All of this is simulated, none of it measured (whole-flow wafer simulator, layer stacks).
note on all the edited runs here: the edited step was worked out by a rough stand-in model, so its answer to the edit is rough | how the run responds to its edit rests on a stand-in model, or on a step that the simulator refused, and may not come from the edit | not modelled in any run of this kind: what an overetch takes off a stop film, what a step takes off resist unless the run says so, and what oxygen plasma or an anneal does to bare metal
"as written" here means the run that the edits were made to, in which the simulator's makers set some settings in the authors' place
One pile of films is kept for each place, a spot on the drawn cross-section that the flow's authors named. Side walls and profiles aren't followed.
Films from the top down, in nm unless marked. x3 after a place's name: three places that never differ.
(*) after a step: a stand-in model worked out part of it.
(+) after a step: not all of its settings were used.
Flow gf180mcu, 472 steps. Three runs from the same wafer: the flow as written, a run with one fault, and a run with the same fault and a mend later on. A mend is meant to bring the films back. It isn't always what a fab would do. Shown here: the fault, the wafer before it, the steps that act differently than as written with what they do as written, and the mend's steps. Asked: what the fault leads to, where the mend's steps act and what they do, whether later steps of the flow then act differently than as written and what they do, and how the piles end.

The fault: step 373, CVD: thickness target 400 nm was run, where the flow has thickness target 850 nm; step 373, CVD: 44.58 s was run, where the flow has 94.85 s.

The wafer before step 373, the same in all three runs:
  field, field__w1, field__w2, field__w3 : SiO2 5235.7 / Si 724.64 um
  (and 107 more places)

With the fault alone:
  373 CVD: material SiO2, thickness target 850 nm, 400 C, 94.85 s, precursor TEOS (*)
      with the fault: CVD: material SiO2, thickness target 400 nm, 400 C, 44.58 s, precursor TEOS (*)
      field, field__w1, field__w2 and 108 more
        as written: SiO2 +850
        with the fault: SiO2 +409.1
  Later steps of the flow that act differently than as written (2 more steps differ only slightly, by at most 2% or 0.5 nm, whichever is larger, and aren't shown):
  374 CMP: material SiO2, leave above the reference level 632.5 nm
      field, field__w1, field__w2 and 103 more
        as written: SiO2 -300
        with the fault: nothing
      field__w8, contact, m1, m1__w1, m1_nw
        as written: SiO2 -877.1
        with the fault: SiO2 -436.1
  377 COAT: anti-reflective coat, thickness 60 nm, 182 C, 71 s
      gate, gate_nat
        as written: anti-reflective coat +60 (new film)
        with the fault: anti-reflective coat +61.7 (new film)
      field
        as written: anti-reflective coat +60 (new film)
        with the fault: anti-reflective coat +117.1 (new film)
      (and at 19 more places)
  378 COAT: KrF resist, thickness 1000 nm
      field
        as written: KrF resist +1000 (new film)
        with the fault: KrF resist +978.5 (new film)
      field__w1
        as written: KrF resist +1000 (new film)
        with the fault: KrF resist +976.1 (new film)
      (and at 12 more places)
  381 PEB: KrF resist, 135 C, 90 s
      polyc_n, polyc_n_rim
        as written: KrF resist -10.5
        with the fault: KrF resist -11.8
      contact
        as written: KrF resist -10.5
        with the fault: KrF resist -9.39
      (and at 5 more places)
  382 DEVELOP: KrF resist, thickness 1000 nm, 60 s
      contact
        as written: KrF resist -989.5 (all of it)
        with the fault: KrF resist -917.4 (all of it)
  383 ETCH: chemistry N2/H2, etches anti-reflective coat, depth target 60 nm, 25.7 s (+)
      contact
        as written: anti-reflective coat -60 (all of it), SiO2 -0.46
        with the fault: anti-reflective coat -22.8 (all of it), SiO2 -1.42
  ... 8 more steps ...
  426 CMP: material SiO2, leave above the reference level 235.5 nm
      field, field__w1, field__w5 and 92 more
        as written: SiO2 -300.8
        with the fault: SiO2 -288.4
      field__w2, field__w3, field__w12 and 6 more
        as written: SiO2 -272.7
        with the fault: SiO2 -259.7
  At the end the piles differ from the flow's by more than 2% or 0.5 nm, whichever is larger, at field, field__w1, field__w2 and 109 more.
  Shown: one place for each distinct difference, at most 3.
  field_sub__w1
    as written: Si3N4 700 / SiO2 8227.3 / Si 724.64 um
    with the fault: Si3N4 700 / SiO2 2457.8 / W 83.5 / TiN 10 / Ti 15 / SiO2 5644.7 / Si 724.64 um
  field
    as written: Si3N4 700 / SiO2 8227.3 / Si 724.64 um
    with the fault: Si3N4 700 / SiO2 2457.8 / W 83.5 / TiN 10 / Ti 15 / SiO2 5644.8 / Si 724.64 um
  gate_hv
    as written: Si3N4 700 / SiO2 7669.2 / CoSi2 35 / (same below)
    with the fault: Si3N4 700 / SiO2 2457.8 / W 83.5 / TiN 10 / Ti 15 / SiO2 5086.6 / CoSi2 35 / (same below)

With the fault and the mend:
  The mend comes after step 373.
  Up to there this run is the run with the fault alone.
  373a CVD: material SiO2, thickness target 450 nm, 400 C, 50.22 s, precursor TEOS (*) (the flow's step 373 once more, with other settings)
      field, field__w1, field__w2 and 108 more
        SiO2 +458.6
  Later steps of the flow that act differently than as written:
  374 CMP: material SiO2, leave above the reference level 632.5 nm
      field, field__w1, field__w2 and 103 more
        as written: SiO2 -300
        with the mend: SiO2 -317.6
  At the end the piles are the same as the flow's at every place that both follow.
